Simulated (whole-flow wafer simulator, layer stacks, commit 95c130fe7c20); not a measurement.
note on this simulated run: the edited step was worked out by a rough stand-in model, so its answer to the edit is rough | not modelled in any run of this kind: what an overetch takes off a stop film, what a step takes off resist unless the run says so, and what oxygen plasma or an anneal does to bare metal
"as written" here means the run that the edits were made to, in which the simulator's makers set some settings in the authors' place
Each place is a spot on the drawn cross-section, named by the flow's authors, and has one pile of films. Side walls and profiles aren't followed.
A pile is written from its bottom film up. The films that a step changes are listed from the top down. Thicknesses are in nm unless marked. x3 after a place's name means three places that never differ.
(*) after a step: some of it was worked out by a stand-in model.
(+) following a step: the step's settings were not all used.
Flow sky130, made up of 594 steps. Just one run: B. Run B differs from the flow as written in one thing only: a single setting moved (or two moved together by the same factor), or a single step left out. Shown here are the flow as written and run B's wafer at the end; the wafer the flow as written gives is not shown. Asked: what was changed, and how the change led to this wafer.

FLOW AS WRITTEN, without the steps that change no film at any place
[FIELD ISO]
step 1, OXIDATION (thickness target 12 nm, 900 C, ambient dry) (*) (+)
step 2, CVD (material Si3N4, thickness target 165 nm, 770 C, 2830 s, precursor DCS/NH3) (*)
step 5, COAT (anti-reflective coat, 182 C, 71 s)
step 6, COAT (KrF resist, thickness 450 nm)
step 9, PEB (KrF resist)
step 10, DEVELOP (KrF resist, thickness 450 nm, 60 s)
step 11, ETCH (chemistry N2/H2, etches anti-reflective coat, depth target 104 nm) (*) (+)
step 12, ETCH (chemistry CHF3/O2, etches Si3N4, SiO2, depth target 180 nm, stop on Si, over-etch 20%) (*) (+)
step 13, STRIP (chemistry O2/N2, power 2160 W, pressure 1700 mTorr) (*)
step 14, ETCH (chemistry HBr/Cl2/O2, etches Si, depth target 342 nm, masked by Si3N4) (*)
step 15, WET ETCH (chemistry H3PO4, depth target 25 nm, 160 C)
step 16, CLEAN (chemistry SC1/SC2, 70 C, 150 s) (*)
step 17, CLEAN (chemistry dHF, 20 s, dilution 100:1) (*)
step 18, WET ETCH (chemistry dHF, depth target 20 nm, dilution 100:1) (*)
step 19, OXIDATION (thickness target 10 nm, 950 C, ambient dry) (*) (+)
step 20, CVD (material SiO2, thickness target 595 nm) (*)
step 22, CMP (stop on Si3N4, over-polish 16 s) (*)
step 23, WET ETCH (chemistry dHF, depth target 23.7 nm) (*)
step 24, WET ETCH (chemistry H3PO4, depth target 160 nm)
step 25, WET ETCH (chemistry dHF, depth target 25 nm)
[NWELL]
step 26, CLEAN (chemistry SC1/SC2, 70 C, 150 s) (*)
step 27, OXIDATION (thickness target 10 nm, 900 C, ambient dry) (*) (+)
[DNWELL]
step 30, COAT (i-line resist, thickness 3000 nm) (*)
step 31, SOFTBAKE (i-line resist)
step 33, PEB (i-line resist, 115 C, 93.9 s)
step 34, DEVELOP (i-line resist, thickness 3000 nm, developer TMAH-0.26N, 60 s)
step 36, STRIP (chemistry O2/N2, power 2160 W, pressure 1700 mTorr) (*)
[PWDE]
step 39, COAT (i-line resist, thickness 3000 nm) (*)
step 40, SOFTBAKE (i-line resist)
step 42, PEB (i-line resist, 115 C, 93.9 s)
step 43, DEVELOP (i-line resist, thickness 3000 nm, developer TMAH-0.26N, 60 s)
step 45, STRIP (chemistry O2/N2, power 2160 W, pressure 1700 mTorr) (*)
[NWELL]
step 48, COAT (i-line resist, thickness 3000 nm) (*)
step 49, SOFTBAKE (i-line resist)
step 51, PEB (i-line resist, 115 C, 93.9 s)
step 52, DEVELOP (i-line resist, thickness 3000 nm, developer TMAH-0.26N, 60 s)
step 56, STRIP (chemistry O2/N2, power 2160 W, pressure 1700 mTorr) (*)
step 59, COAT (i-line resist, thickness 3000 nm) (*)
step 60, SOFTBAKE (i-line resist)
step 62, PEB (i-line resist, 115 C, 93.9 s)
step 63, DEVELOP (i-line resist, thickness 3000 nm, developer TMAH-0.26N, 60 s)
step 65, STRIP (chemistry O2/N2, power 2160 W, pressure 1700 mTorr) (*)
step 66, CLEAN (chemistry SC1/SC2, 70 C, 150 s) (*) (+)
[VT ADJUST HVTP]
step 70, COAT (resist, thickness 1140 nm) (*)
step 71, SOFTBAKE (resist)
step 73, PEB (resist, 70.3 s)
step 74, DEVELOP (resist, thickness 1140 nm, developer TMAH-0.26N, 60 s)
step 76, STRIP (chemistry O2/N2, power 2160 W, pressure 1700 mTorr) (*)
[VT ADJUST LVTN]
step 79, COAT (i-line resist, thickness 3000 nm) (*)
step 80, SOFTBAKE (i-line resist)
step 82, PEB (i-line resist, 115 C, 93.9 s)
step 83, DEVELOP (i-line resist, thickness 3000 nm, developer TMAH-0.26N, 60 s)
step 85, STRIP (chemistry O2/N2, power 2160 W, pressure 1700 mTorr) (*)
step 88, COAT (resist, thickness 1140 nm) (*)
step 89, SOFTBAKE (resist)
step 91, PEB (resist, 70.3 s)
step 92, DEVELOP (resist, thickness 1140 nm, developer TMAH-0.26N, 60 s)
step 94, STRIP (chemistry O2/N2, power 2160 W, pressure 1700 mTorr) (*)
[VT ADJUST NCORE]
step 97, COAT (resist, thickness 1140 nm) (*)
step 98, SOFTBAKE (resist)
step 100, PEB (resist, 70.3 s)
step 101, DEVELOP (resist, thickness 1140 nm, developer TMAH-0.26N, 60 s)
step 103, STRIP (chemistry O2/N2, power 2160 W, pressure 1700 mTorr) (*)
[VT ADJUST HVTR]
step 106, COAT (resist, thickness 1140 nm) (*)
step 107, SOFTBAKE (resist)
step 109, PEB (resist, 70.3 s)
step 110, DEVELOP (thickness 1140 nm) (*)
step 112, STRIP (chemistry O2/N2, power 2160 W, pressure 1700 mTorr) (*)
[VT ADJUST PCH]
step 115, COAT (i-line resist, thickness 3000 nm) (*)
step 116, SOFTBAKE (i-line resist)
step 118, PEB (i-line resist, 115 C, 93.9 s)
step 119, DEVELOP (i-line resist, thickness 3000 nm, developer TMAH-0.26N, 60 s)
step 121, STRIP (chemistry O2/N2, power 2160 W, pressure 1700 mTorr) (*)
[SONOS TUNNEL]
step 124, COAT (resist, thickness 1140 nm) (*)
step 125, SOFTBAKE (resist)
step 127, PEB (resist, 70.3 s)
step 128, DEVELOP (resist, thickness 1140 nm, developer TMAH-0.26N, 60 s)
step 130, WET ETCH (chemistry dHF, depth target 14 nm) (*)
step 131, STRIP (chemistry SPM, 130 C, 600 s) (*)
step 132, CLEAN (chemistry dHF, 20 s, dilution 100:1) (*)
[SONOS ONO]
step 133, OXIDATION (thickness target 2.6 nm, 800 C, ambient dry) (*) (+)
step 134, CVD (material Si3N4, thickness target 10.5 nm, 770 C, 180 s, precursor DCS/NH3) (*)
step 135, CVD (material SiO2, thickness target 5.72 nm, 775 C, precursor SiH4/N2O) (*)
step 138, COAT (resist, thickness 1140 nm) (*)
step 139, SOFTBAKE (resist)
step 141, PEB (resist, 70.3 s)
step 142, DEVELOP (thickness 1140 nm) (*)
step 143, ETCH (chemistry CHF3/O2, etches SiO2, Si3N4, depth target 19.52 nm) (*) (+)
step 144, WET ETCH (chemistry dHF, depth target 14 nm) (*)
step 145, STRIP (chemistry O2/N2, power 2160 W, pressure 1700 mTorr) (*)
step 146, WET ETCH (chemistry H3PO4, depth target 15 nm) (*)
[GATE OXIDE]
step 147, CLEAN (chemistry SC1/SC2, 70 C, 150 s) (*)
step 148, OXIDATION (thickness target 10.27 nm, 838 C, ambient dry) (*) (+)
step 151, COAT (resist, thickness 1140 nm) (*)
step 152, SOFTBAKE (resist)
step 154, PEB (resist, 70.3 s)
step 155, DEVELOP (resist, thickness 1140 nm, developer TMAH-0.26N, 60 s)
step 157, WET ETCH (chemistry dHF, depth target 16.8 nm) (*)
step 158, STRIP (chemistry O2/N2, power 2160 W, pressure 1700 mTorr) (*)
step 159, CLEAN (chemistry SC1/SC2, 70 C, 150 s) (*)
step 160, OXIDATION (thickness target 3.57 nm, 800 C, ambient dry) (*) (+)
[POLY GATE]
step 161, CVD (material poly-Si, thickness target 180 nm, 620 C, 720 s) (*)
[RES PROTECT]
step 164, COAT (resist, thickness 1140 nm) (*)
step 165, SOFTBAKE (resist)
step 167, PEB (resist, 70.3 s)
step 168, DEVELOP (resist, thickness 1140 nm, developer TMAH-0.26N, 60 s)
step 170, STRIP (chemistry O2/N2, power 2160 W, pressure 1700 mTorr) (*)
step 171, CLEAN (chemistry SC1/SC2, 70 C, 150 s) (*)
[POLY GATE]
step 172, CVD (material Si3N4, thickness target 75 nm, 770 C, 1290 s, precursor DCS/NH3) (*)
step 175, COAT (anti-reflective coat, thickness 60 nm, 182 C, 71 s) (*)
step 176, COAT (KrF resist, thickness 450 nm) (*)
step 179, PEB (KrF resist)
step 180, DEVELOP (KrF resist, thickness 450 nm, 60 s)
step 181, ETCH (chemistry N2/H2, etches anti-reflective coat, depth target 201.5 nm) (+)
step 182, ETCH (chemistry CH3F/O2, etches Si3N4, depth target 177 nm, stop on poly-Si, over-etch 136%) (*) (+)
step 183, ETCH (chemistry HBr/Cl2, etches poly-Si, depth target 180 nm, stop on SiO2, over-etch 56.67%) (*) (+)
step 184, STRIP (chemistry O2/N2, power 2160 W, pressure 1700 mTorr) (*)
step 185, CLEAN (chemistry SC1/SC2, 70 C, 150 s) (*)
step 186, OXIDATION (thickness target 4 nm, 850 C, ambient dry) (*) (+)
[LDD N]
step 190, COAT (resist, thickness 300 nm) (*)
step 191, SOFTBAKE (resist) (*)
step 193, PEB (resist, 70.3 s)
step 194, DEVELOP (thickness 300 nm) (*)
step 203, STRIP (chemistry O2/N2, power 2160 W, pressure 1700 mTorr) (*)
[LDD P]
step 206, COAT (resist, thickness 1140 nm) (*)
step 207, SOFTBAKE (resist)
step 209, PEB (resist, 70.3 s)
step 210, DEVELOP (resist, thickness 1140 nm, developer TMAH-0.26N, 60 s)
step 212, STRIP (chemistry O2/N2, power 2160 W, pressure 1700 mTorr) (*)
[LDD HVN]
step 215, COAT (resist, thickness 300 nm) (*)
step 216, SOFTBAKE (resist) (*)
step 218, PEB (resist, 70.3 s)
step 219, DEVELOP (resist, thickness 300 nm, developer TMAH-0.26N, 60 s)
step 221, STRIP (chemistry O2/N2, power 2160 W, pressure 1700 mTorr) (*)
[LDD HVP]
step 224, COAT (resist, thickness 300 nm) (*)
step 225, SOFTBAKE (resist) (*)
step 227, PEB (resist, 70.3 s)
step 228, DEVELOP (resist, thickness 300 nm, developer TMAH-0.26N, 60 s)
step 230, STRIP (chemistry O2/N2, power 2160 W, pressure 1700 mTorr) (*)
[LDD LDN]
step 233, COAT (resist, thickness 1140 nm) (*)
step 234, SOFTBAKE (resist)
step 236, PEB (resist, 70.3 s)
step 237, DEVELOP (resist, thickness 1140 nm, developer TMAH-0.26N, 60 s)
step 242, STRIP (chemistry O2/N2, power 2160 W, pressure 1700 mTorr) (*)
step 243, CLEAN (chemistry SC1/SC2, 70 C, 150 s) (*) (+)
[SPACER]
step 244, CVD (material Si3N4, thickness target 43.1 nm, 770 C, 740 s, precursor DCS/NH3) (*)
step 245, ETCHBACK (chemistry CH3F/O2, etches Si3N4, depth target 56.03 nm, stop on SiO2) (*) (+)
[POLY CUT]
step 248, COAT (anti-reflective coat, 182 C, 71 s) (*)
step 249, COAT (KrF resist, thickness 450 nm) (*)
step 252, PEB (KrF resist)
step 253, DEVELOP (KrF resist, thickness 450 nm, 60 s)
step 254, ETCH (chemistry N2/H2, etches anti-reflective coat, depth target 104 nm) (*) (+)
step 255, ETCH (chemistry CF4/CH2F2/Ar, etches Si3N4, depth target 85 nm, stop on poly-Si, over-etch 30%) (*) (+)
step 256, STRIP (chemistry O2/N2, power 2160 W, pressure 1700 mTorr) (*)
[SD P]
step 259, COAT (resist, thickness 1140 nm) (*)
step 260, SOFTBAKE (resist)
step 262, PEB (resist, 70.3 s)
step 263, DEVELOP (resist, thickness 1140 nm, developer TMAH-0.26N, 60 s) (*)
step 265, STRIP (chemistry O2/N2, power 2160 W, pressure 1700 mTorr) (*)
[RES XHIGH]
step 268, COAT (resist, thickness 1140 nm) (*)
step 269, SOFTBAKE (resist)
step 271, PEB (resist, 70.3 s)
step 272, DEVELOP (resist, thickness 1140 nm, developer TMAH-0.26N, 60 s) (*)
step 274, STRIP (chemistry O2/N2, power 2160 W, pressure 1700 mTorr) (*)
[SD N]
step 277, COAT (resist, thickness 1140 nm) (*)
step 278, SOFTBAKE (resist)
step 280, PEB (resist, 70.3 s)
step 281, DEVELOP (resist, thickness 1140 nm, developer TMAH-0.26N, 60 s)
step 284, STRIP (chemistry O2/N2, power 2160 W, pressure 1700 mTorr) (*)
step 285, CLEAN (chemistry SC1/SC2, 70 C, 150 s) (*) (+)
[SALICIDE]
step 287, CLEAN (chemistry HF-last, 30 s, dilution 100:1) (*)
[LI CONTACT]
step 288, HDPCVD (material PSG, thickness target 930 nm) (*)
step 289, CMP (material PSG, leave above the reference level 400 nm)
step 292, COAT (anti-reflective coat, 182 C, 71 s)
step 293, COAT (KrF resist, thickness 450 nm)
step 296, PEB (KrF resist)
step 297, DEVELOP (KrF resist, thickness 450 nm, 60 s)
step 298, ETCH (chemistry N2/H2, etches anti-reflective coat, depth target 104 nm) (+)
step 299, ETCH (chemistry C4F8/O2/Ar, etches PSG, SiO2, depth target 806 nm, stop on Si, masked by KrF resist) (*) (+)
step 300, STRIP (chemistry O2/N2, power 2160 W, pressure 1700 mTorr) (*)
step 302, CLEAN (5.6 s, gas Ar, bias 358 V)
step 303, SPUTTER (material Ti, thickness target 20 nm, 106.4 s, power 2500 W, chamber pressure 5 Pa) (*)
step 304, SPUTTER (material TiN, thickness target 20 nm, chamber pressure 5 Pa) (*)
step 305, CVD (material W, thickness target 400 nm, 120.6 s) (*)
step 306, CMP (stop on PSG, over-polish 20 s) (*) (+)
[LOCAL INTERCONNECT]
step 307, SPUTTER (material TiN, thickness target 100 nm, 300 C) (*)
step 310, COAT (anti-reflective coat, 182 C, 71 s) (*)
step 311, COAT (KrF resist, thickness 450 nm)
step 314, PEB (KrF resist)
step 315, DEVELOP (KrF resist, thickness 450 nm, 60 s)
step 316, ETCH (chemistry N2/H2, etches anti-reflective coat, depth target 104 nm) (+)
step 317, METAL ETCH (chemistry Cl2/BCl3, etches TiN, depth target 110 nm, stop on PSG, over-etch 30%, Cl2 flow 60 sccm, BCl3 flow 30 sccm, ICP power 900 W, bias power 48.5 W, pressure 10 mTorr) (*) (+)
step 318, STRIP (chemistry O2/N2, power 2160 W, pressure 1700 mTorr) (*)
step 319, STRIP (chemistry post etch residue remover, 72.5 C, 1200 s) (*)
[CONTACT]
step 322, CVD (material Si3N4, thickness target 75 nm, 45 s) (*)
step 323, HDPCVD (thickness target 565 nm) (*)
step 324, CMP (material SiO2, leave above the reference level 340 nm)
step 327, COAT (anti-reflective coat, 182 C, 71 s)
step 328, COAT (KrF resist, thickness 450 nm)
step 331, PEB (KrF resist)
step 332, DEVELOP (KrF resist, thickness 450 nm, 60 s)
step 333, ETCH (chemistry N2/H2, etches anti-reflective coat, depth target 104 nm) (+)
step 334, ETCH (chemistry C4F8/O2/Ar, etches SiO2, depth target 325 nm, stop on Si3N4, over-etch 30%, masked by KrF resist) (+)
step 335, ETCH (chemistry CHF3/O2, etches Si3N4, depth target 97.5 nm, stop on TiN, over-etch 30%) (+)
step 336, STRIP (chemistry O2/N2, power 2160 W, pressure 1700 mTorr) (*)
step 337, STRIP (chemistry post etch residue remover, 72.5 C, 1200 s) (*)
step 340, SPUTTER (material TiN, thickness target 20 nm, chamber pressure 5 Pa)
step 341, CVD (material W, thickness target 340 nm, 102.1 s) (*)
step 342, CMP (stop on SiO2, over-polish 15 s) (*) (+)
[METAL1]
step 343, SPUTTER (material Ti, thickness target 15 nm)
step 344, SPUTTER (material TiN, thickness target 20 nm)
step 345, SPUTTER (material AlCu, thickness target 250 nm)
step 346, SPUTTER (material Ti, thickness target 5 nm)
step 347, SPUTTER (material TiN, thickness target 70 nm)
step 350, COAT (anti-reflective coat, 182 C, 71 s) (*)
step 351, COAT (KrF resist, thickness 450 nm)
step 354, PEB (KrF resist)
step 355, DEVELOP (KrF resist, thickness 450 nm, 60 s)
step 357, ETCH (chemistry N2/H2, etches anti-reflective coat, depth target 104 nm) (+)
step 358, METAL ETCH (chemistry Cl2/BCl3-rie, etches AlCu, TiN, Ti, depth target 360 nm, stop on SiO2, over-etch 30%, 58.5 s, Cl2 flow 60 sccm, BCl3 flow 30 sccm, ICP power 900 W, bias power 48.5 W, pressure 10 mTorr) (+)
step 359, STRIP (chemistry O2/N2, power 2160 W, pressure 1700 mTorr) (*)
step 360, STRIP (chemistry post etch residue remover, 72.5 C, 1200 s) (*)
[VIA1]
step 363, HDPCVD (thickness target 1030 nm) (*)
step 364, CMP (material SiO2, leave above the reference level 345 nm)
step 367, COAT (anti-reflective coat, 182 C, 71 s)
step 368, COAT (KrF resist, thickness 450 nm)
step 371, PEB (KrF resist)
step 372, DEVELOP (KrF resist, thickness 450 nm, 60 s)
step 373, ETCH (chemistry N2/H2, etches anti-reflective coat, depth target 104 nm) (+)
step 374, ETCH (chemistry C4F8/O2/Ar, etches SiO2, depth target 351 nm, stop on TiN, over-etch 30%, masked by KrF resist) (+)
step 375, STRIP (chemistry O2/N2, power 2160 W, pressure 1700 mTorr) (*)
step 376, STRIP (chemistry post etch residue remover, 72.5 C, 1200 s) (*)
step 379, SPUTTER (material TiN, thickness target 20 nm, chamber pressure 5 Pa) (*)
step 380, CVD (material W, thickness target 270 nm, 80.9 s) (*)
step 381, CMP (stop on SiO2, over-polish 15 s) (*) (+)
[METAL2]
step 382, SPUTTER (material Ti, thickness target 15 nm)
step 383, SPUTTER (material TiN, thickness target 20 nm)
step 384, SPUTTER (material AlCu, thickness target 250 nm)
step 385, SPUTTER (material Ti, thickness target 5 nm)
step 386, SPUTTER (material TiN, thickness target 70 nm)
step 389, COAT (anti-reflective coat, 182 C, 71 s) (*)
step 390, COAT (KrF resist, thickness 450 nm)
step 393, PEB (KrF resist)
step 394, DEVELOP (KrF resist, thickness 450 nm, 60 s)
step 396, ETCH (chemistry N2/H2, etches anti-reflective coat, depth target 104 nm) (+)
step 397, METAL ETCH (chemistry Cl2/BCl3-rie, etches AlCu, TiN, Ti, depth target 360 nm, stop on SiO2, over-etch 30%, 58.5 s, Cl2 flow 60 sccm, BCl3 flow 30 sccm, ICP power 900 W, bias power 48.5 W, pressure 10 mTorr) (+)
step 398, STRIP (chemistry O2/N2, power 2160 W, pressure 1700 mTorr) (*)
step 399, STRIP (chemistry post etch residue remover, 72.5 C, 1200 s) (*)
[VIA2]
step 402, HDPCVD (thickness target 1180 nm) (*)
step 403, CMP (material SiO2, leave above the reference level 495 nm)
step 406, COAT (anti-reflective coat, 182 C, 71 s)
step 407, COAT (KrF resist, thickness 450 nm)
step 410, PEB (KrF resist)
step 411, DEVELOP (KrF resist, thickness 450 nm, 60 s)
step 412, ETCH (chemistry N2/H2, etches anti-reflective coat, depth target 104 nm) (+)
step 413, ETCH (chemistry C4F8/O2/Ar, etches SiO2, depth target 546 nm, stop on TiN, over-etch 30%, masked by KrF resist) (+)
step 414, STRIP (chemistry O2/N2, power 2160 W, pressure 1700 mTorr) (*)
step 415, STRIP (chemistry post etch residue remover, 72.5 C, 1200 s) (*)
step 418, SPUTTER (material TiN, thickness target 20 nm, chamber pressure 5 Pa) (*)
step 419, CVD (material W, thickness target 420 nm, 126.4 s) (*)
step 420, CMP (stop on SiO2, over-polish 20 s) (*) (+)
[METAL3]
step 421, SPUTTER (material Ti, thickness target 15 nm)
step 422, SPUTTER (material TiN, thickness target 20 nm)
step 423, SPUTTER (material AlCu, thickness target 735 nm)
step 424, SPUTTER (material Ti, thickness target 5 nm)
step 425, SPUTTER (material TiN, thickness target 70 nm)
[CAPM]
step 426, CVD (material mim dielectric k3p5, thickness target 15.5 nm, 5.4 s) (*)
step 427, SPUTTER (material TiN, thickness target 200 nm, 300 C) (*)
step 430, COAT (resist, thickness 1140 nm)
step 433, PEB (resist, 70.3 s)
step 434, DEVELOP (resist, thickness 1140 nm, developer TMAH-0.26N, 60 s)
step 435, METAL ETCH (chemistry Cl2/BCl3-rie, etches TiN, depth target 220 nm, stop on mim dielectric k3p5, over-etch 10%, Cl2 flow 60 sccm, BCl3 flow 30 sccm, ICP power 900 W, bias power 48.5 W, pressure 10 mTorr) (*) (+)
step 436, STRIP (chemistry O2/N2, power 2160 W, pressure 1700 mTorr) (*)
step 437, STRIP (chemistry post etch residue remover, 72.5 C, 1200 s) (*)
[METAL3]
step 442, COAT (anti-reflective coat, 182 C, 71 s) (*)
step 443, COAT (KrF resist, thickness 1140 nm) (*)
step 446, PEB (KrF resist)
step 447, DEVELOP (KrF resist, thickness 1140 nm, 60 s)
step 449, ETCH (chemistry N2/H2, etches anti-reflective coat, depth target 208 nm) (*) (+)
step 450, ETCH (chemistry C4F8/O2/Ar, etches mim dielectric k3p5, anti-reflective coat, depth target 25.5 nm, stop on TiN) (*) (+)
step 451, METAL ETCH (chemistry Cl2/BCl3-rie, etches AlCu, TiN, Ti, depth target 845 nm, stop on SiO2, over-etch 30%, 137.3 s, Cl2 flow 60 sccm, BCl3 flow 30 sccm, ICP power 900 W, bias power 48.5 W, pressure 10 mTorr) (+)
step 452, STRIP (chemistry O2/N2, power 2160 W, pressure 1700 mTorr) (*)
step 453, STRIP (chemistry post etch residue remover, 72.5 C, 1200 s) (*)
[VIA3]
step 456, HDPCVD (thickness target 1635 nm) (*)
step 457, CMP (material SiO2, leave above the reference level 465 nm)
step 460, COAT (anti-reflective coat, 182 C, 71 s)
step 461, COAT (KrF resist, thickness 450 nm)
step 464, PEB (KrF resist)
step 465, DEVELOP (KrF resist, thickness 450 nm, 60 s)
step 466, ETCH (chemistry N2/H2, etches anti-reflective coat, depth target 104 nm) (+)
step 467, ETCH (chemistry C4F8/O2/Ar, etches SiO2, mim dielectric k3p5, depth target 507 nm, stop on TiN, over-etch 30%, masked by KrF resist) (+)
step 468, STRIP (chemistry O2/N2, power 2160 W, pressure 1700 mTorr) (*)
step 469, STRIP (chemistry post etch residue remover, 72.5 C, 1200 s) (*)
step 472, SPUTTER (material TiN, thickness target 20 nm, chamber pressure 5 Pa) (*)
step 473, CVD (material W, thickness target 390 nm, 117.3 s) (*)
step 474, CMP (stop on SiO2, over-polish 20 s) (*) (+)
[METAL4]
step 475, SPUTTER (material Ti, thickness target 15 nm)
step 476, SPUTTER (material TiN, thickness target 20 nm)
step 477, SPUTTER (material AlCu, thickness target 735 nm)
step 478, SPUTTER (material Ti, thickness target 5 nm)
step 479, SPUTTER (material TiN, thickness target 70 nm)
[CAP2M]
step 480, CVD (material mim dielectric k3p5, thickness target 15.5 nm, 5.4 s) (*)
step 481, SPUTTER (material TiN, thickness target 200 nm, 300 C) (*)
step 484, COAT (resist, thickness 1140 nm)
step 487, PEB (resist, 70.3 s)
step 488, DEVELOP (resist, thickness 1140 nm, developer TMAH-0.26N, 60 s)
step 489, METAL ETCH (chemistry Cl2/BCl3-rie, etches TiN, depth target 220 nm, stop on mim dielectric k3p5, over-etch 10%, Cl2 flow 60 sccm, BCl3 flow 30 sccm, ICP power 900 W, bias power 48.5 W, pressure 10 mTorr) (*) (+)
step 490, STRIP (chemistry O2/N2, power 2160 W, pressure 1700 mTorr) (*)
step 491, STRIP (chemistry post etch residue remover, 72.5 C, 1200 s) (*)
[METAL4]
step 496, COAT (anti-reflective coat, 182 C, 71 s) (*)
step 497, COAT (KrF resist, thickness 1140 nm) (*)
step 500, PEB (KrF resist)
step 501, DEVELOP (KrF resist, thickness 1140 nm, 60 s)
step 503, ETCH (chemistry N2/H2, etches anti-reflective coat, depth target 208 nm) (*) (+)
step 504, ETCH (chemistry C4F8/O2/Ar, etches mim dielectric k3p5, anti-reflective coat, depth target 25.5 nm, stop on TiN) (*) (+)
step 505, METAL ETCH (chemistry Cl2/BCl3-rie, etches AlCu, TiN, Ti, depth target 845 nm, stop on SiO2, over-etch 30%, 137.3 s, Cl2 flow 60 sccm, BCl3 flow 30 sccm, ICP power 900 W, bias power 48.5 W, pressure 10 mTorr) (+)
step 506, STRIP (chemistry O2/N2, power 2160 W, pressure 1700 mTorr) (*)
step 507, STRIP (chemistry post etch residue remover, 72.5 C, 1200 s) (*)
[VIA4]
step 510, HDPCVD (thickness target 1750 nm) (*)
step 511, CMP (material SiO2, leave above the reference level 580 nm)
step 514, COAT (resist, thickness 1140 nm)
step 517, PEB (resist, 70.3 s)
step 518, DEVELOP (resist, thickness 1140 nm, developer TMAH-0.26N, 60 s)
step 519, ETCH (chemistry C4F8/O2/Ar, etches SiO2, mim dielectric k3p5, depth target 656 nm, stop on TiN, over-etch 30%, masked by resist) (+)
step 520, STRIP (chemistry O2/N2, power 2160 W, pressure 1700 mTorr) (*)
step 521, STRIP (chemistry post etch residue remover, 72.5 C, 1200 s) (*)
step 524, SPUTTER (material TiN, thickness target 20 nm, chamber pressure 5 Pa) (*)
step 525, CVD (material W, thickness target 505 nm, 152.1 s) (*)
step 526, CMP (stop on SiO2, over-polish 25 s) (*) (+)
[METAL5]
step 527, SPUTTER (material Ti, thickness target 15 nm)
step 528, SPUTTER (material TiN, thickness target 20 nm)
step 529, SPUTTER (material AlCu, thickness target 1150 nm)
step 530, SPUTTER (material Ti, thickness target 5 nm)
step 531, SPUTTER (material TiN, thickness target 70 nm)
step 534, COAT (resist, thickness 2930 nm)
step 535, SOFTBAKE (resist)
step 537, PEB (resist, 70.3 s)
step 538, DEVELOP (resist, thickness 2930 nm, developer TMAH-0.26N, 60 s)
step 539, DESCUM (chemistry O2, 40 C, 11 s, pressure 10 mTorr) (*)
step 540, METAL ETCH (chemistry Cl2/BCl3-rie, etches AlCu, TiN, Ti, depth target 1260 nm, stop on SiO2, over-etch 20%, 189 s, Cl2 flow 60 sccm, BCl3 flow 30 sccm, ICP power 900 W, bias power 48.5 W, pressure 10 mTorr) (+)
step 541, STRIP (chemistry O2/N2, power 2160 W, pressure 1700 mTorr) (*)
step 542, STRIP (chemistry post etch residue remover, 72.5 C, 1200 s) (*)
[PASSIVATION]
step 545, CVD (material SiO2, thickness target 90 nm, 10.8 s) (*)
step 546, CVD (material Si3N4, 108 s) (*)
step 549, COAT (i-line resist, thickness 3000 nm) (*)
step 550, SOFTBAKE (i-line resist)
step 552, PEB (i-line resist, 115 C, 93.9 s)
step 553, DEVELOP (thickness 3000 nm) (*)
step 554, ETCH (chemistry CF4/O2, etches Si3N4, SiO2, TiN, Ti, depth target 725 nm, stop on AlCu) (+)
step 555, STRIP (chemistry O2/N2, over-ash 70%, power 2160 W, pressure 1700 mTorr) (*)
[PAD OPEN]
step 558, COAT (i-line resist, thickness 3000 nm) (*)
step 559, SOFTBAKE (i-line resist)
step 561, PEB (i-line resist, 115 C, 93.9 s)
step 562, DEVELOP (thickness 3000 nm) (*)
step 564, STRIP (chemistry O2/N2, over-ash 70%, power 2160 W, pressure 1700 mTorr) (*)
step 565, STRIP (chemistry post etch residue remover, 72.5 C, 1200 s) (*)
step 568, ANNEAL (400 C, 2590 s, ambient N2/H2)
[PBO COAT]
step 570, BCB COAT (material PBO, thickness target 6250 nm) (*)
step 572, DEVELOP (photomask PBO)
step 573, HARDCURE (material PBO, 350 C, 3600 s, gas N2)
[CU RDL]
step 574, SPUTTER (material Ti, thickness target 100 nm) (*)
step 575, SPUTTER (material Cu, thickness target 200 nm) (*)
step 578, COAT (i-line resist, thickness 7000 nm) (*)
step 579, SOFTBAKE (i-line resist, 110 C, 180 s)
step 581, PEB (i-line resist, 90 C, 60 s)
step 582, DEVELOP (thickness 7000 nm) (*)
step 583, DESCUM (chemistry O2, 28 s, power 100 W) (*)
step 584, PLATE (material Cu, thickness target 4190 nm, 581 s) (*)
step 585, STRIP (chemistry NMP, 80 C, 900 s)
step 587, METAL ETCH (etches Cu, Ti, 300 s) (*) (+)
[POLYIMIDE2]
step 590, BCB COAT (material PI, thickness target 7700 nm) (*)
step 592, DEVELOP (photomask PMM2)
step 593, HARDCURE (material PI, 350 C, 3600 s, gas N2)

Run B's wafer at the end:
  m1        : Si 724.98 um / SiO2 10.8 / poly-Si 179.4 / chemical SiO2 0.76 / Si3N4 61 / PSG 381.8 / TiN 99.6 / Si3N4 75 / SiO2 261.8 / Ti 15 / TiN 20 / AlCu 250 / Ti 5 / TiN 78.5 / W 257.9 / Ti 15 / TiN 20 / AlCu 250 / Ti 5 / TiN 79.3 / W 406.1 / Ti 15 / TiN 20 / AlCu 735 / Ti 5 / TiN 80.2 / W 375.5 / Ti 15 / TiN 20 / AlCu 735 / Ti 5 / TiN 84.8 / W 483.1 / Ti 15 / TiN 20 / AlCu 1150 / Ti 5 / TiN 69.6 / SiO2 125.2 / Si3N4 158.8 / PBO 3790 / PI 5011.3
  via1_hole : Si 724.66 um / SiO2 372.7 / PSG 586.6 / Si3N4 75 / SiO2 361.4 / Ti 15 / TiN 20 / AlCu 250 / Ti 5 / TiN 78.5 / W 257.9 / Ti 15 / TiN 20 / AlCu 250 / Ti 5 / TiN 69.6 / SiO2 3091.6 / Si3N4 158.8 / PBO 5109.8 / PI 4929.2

What caused this: step 379, SPUTTER: thickness target 17 nm was run, while the flow as written has thickness target 20 nm.

Step by step, how the change led to this:
  step 379, SPUTTER (material TiN, thickness target 20 nm, chamber pressure 5 Pa) (*)
      field, active, n_well and 186 more: +17 TiN (new film) (as written it would have been: +20 TiN (new film))
      m1: +9.33 TiN (as written it would have been: +11 TiN)
      (also at 1 further place)
  step 381, CMP (stop on SiO2, over-polish 15 s) (*) (+)
      field, active, n_well and 186 more: -270 W (all of it), -17 TiN (all of it), -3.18 SiO2 (as written it would have been: -270 W (all of it), -20 TiN (all of it), -3.18 SiO2)
